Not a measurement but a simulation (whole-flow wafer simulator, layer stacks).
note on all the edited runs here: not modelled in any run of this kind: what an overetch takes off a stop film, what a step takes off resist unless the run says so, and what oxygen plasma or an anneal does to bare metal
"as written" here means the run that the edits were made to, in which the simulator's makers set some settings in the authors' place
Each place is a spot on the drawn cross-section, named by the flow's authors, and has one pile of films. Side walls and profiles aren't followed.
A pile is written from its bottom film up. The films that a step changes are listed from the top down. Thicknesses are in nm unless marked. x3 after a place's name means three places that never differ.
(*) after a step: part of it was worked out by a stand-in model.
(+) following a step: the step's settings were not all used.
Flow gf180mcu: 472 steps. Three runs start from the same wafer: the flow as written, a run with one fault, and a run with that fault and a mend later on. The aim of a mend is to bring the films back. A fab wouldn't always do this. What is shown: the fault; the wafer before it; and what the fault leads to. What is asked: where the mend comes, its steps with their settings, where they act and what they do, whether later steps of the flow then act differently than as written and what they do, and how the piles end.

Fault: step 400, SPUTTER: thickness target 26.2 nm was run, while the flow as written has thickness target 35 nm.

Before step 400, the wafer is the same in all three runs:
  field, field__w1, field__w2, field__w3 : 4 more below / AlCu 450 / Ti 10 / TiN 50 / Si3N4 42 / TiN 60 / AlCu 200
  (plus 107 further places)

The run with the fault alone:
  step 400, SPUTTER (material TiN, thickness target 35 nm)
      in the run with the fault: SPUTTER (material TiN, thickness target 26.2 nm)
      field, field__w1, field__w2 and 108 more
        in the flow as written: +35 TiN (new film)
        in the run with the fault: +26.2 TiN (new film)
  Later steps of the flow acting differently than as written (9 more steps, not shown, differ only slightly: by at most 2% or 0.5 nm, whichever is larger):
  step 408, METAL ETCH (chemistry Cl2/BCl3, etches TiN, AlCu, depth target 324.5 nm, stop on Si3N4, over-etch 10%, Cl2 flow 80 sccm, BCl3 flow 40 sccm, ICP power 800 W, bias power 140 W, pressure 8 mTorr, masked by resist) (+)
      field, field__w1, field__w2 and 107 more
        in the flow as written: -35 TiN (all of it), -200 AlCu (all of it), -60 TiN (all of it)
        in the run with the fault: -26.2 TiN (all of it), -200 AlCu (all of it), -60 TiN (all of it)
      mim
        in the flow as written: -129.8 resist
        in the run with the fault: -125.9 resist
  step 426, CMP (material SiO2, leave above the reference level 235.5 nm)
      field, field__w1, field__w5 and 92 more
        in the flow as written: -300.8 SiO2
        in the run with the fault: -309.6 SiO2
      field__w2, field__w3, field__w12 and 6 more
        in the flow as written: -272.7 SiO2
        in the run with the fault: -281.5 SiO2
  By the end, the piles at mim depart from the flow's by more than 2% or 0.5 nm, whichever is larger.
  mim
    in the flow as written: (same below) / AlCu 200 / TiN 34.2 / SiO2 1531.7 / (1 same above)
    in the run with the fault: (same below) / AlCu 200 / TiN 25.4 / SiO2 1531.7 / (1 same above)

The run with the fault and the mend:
  The mend follows step 407.
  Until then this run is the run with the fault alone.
  step 407a, STRIP (chemistry O2/N2, power 2160 W, pressure 1700 mTorr) (*)
      mim
        -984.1 resist (all of it)
  step 407b, SPUTTER (material TiN, thickness target 8.8 nm) (the flow's step 400 again, with other settings)
      field, field__w1, field__w2 and 108 more
        +8.8 TiN
  step 407c, HMDS (120 C, 60 s) (the flow's step 402 again)
      alters no film at any place that is followed
  step 407d, COAT (resist, thickness 1000 nm) (the flow's step 403 again)
      field, field__w1, field__w2 and 108 more
        +1000 resist (new film)
  step 407e, SOFTBAKE (resist) (the flow's step 404 again)
      alters no film at any place that is followed
  step 407f, EXPOSE (photomask FuseTop) (the flow's step 405 again)
      alters no film at any place that is followed
  step 407g, PEB (resist, 70.3 s) (the flow's step 406 again)
      field, field__w1, field__w2 and 108 more
        -15.9 resist
  step 407h, DEVELOP (thickness 1000 nm, 60 s) (the flow's step 407 again)
      field, field__w1, field__w2 and 107 more
        -984.1 resist (all of it)
  Every later step of the flow that is run acts as written at every place that is followed.
  The piles end the same as the flow's at every place that both follow.
